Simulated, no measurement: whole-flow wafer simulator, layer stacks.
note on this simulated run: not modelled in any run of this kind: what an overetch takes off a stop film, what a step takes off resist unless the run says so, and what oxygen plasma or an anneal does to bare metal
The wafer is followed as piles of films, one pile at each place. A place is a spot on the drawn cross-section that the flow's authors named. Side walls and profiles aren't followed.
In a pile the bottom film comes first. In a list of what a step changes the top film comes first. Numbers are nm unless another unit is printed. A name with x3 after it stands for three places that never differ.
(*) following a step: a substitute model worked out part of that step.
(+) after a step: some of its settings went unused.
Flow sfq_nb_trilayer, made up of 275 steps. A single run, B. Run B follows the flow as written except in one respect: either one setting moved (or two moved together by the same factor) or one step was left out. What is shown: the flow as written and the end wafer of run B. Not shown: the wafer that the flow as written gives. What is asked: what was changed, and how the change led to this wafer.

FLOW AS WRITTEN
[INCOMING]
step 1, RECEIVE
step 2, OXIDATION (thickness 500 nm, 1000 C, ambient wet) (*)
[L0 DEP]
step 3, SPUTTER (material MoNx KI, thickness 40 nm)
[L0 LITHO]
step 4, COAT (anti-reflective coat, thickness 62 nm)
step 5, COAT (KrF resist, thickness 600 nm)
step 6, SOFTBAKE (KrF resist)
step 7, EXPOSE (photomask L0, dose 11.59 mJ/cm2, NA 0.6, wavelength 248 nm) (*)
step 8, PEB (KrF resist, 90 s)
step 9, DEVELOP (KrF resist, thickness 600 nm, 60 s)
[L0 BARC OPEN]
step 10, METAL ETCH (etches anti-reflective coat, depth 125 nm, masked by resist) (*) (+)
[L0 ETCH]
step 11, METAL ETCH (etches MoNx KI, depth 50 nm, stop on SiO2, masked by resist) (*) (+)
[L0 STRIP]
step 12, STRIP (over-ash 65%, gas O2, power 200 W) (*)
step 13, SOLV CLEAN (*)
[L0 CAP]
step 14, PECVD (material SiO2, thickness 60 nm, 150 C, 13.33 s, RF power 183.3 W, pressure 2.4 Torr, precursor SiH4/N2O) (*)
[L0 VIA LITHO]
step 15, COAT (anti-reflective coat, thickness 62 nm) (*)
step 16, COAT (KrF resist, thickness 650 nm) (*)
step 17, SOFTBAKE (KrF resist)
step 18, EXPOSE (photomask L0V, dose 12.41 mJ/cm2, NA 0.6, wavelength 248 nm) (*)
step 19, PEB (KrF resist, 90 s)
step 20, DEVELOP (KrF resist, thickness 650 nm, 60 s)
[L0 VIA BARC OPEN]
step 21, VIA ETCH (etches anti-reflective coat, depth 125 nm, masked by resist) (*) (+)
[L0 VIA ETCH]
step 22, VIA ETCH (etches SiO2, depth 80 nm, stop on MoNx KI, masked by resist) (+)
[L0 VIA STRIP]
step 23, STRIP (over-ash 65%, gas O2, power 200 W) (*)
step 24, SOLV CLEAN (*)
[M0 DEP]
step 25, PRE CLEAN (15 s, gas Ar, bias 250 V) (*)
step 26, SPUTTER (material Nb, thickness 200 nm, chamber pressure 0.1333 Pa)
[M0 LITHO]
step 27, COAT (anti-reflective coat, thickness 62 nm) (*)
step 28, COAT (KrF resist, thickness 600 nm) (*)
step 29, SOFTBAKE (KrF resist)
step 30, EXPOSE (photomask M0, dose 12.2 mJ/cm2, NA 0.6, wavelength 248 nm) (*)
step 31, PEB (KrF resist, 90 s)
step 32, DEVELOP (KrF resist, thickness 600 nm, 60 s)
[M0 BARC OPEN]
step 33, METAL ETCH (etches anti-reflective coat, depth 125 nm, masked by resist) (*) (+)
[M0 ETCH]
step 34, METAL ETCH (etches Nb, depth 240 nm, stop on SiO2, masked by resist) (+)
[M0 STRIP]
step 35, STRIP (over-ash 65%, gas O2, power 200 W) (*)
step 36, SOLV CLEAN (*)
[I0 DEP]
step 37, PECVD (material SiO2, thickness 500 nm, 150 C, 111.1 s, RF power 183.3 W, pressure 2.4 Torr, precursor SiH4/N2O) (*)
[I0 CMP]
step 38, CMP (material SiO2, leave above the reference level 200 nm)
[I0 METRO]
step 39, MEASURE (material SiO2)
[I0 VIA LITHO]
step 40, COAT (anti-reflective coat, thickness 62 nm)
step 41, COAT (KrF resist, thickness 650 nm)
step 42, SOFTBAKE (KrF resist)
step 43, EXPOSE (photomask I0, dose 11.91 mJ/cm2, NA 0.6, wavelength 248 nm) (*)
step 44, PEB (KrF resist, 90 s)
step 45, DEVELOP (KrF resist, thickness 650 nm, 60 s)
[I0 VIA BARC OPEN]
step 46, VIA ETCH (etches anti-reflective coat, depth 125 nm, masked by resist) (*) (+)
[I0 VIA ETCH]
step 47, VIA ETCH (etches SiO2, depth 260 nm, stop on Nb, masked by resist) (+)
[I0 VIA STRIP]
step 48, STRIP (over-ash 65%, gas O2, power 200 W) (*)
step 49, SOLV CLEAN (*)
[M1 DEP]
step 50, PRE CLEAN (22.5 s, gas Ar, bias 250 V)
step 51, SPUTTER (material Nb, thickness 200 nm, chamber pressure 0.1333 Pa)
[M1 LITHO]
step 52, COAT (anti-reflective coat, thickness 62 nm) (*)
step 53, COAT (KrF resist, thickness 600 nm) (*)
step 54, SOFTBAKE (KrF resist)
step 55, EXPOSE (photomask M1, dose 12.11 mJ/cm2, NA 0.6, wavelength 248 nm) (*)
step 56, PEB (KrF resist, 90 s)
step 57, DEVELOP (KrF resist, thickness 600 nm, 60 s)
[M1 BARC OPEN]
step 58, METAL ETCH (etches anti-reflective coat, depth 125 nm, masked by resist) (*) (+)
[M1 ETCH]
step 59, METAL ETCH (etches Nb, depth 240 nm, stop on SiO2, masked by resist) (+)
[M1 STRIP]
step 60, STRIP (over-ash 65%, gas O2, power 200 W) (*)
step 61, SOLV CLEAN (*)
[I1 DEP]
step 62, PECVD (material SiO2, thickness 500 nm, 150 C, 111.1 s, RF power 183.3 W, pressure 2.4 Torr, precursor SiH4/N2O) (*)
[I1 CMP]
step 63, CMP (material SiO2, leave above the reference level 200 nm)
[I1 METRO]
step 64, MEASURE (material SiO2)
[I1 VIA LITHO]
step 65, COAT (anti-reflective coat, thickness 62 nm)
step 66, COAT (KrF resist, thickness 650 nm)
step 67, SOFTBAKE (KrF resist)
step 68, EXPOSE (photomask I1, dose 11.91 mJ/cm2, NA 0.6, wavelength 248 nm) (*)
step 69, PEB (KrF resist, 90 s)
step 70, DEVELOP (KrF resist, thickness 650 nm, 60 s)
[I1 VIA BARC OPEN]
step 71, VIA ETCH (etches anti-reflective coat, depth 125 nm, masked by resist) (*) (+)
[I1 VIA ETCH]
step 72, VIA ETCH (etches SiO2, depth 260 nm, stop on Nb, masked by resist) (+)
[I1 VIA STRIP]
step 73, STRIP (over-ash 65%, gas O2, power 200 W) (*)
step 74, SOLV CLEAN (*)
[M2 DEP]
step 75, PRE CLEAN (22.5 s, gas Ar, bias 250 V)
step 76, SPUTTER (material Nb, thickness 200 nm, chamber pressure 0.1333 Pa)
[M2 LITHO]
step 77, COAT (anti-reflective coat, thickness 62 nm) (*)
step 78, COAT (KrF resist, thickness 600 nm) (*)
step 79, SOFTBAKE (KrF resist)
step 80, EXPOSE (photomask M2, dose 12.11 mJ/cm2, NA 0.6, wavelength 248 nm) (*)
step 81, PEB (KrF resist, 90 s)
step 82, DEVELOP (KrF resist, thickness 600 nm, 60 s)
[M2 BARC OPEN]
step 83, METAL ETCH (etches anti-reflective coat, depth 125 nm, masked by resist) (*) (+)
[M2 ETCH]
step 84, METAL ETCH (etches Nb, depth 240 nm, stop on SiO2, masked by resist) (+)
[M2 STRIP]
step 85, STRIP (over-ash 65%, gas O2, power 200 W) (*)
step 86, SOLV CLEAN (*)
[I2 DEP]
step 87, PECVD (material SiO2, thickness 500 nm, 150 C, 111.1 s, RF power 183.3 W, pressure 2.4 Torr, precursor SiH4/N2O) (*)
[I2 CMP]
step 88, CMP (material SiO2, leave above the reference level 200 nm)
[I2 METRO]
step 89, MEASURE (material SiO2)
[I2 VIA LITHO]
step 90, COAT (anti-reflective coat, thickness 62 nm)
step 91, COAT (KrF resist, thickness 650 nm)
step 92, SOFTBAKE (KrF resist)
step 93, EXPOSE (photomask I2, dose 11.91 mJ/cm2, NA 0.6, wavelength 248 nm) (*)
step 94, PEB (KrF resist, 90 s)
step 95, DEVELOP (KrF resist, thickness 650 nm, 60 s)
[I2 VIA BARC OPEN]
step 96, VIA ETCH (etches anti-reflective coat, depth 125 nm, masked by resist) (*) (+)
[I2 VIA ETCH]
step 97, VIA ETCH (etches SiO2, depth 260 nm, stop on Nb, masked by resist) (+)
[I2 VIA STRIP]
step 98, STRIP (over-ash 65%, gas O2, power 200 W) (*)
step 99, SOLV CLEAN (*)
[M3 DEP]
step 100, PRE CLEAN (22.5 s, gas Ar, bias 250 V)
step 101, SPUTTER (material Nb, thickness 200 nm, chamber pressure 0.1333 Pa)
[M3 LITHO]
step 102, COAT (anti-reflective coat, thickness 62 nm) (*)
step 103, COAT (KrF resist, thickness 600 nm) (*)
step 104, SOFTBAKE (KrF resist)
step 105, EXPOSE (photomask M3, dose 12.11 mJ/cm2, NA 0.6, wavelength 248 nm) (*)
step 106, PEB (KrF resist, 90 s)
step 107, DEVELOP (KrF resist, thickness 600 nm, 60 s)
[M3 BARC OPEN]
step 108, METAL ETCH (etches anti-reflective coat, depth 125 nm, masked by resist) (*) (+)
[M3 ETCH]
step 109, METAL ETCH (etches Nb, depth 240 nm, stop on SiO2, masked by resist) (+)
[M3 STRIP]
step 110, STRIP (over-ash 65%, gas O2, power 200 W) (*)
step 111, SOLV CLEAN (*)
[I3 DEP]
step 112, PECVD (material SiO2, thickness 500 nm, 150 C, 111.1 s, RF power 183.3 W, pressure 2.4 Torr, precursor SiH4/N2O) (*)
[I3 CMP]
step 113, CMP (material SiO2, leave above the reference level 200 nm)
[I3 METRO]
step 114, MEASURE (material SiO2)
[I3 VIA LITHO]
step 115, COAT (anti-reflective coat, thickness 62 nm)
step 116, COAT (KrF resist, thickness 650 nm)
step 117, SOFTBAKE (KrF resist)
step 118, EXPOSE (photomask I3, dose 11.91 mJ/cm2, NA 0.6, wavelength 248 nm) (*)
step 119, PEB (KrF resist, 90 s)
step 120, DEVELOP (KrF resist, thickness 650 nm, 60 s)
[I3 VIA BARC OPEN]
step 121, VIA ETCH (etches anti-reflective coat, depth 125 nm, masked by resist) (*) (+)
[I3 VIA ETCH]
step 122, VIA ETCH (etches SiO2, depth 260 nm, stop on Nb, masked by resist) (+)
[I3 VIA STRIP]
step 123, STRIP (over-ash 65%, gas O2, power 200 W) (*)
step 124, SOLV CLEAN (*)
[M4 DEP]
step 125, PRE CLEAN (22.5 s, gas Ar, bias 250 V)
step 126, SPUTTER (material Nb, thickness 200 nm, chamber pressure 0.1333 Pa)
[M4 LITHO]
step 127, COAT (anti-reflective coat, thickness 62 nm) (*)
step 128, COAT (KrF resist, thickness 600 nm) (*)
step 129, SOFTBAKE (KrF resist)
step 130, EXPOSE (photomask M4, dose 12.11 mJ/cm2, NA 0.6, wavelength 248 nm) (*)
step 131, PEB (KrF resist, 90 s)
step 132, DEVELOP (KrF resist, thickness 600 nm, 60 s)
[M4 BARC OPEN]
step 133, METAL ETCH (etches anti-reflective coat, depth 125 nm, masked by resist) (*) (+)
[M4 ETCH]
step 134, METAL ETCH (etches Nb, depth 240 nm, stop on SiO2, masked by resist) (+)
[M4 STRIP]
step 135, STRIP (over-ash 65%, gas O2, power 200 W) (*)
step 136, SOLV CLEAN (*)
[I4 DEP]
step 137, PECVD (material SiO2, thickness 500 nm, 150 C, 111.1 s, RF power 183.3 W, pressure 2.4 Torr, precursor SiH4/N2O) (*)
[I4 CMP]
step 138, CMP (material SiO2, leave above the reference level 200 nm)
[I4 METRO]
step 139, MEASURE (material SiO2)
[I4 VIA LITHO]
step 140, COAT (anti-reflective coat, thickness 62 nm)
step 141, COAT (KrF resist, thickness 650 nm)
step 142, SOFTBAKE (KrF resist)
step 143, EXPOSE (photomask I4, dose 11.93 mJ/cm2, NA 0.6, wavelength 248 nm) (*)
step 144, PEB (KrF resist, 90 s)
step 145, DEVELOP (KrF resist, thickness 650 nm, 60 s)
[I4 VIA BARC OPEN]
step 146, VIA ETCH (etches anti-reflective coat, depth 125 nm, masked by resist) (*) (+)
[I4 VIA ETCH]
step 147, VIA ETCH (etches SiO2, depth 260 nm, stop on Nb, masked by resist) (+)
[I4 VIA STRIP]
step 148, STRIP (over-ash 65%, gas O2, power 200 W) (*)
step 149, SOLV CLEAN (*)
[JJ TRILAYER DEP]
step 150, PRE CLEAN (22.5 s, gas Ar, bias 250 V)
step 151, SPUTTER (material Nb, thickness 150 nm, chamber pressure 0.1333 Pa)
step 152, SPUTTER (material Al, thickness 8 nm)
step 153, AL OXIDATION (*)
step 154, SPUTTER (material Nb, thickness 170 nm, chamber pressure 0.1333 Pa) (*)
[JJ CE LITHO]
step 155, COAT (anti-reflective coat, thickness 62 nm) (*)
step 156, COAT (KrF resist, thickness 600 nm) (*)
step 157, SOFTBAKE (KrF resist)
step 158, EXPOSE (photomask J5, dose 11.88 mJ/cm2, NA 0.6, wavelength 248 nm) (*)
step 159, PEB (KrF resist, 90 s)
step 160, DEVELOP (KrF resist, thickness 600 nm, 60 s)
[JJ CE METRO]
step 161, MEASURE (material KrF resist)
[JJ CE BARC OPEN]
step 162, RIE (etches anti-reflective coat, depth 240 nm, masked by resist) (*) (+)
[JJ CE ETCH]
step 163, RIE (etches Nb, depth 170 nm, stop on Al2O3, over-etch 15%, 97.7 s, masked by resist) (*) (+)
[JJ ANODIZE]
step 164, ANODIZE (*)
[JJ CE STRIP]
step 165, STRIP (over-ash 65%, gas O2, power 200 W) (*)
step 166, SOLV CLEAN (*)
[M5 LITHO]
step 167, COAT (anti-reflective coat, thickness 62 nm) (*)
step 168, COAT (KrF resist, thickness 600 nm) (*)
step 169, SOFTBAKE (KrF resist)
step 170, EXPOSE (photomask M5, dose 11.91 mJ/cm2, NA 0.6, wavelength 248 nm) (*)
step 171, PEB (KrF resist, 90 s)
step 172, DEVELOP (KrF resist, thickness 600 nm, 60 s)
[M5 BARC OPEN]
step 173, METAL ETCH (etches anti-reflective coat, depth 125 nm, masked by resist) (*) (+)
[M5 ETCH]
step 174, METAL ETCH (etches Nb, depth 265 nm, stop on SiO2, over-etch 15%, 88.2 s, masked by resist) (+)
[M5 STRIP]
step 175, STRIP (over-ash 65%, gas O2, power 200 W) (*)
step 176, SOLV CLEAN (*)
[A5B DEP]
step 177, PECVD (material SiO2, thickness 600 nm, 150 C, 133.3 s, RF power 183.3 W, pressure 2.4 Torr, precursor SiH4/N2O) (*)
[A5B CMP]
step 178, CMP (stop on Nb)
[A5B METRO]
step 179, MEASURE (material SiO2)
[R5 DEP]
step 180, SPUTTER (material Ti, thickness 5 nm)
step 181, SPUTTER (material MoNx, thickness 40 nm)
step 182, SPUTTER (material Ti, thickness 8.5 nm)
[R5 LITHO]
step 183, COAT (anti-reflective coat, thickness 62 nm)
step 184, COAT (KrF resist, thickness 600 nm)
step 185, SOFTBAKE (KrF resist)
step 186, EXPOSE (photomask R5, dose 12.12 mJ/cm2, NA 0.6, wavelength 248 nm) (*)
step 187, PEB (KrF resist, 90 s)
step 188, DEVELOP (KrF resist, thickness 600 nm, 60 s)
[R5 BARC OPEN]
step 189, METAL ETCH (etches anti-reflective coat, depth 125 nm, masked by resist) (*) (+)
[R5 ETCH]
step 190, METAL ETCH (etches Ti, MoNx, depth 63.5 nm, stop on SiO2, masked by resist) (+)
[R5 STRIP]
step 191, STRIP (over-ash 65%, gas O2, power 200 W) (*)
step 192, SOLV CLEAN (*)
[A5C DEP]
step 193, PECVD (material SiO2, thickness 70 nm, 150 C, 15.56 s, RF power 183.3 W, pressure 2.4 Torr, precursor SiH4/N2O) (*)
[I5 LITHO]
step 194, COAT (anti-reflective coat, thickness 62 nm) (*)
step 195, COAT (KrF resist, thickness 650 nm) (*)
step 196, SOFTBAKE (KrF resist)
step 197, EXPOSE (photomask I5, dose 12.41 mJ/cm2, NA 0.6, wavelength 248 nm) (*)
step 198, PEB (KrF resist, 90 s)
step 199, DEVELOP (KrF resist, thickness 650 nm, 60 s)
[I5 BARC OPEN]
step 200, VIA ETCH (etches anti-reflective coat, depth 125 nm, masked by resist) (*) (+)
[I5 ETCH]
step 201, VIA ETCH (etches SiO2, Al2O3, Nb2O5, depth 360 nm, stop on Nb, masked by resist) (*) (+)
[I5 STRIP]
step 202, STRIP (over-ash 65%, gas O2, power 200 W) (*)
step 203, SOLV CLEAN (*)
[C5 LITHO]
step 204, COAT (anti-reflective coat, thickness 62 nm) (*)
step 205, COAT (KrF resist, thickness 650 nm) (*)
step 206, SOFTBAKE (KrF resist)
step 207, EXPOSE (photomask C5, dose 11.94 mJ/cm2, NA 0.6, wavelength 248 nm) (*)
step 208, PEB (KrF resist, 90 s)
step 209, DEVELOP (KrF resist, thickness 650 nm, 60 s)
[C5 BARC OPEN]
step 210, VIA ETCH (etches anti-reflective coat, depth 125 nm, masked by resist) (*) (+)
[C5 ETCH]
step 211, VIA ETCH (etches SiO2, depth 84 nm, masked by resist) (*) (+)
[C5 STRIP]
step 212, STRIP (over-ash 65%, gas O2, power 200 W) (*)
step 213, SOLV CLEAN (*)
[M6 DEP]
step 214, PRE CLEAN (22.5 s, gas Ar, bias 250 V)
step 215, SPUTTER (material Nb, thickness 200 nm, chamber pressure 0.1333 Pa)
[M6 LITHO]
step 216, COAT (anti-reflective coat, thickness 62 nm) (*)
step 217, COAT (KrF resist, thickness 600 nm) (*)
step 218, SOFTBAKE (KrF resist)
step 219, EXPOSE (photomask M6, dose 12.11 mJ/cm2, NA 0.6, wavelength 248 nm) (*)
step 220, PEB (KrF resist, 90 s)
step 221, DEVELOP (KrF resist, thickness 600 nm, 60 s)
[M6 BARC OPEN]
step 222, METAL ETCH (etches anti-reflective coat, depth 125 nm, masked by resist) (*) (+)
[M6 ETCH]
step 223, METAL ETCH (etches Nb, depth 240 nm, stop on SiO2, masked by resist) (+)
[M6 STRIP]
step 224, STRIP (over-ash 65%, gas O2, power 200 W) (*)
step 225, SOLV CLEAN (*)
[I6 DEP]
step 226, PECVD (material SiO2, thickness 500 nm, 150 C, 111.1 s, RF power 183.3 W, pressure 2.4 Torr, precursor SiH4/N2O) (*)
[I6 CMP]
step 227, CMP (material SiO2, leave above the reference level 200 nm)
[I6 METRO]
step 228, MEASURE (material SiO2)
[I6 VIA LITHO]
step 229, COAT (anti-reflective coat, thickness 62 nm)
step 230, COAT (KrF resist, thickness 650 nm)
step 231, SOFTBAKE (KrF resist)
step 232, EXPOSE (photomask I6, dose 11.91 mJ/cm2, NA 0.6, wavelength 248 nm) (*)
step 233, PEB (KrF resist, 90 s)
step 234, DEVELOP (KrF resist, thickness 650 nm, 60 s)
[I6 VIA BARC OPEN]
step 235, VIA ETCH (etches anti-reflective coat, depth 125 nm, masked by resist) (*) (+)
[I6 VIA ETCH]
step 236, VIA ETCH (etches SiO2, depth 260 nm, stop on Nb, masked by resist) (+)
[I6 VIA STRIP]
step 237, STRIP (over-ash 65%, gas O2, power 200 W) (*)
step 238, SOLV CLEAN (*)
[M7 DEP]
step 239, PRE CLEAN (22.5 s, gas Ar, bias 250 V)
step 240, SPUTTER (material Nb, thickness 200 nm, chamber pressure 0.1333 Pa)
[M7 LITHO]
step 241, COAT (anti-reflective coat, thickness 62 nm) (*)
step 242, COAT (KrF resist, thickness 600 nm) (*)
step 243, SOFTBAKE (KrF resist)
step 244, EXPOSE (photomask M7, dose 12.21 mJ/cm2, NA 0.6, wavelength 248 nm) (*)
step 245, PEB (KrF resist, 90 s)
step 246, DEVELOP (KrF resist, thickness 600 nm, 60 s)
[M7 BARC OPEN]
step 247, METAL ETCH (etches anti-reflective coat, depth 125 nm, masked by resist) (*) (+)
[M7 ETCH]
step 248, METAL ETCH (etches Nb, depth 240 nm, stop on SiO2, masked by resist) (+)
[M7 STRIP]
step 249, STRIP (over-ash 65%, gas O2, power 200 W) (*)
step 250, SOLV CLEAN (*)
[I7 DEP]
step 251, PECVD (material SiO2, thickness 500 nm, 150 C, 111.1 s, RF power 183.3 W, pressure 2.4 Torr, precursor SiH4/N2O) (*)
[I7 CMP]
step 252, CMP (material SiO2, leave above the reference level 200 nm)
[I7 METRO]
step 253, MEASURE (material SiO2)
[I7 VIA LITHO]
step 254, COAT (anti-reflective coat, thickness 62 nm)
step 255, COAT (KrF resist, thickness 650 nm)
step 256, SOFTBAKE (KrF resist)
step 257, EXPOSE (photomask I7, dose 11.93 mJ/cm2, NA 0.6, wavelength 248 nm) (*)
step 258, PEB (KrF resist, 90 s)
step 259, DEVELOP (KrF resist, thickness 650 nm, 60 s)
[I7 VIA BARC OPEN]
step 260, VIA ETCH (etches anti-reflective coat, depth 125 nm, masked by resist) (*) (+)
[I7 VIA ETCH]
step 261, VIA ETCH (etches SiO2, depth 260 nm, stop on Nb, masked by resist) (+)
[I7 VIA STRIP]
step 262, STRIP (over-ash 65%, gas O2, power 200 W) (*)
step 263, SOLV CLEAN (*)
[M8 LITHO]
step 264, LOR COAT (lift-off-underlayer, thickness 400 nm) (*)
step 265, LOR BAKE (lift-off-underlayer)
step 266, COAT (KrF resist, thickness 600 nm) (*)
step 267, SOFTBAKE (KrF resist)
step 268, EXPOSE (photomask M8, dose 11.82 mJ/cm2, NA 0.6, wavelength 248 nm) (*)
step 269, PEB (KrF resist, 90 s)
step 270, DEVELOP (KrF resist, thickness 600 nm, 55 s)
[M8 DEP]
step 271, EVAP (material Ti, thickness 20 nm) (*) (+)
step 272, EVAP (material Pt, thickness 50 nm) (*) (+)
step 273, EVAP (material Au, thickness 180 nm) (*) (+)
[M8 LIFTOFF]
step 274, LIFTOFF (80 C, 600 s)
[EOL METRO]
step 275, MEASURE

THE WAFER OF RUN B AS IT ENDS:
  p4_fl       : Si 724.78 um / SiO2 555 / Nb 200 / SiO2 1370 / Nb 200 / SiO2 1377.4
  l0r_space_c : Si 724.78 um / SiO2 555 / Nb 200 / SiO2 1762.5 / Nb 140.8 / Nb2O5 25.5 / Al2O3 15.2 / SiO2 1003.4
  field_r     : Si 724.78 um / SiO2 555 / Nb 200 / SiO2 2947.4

Cause: step 152, SPUTTER: thickness 9.52 nm was run, though the flow has thickness 8 nm.

How this came from the change, step by step:
  step 152, SPUTTER (material Al, thickness 8 nm)
      field_l, v_sur, via_sp and 100 more: Al gains 9.52 (new film) (it would be, as written: Al gains 8 (new film))
      via_wl, via_wr: Al gains 6.11 (new film) (it would be, as written: Al gains 5.14 (new film))
      (as well as at 1 more place)
  step 164, ANODIZE (*)
      field_l, v_sur, via_sp and 96 more: Al2O3 gains 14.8, Nb2O5 gains 25.5 (new film), Al loses 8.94 (all of it), Nb loses 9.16 (it would be, as written: Al2O3 gains 12.2, Nb2O5 gains 29.9 (new film), Al loses 7.42 (all of it), Nb loses 10.8)
      via_wl, via_wr: Al2O3 gains 9.13 (new film), Nb2O5 gains 36.3 (new film), Al loses 5.53 (all of it), Nb loses 13.1 (it would be, as written: Al2O3 gains 7.52 (new film), Nb2O5 gains 39.2 (new film), Al loses 4.56 (all of it), Nb loses 14.1)
      (as well as at 1 more place)
  step 167, COAT (anti-reflective coat, thickness 62 nm) (*)
      ce_r: anti-reflective coat gains 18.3 (new film) (it would be, as written: anti-reflective coat gains 19.7 (new film))
  step 174, METAL ETCH (etches Nb, depth 265 nm, stop on SiO2, over-etch 15%, 88.2 s, masked by resist) (+)
      field_l, r_sur, res and 50 more: Al2O3 loses 15.1 (all of it), Nb2O5 loses 25.5 (all of it), Nb loses 140.8 (all of it), SiO2 loses 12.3 (it would be, as written: Al2O3 loses 12.6 (all of it), Nb2O5 loses 29.9 (all of it), Nb loses 139.2 (all of it), SiO2 loses 12.3)
  step 175, STRIP (over-ash 65%, gas O2, power 200 W) (*)
      ce_r: KrF resist loses 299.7 (all of it), anti-reflective coat loses 18.3 (all of it) (it would be, as written: KrF resist loses 299.9 (all of it), anti-reflective coat loses 19.7 (all of it))
  step 201, VIA ETCH (etches SiO2, Al2O3, Nb2O5, depth 360 nm, stop on Nb, masked by resist) (*) (+)
      be: SiO2 loses 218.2 (all of it), Al2O3 loses 15.2 (all of it), Nb2O5 loses 25.5 (all of it) (it would be, as written: SiO2 loses 216.4 (all of it), Al2O3 loses 12.7 (all of it), Nb2O5 loses 29.9 (all of it))
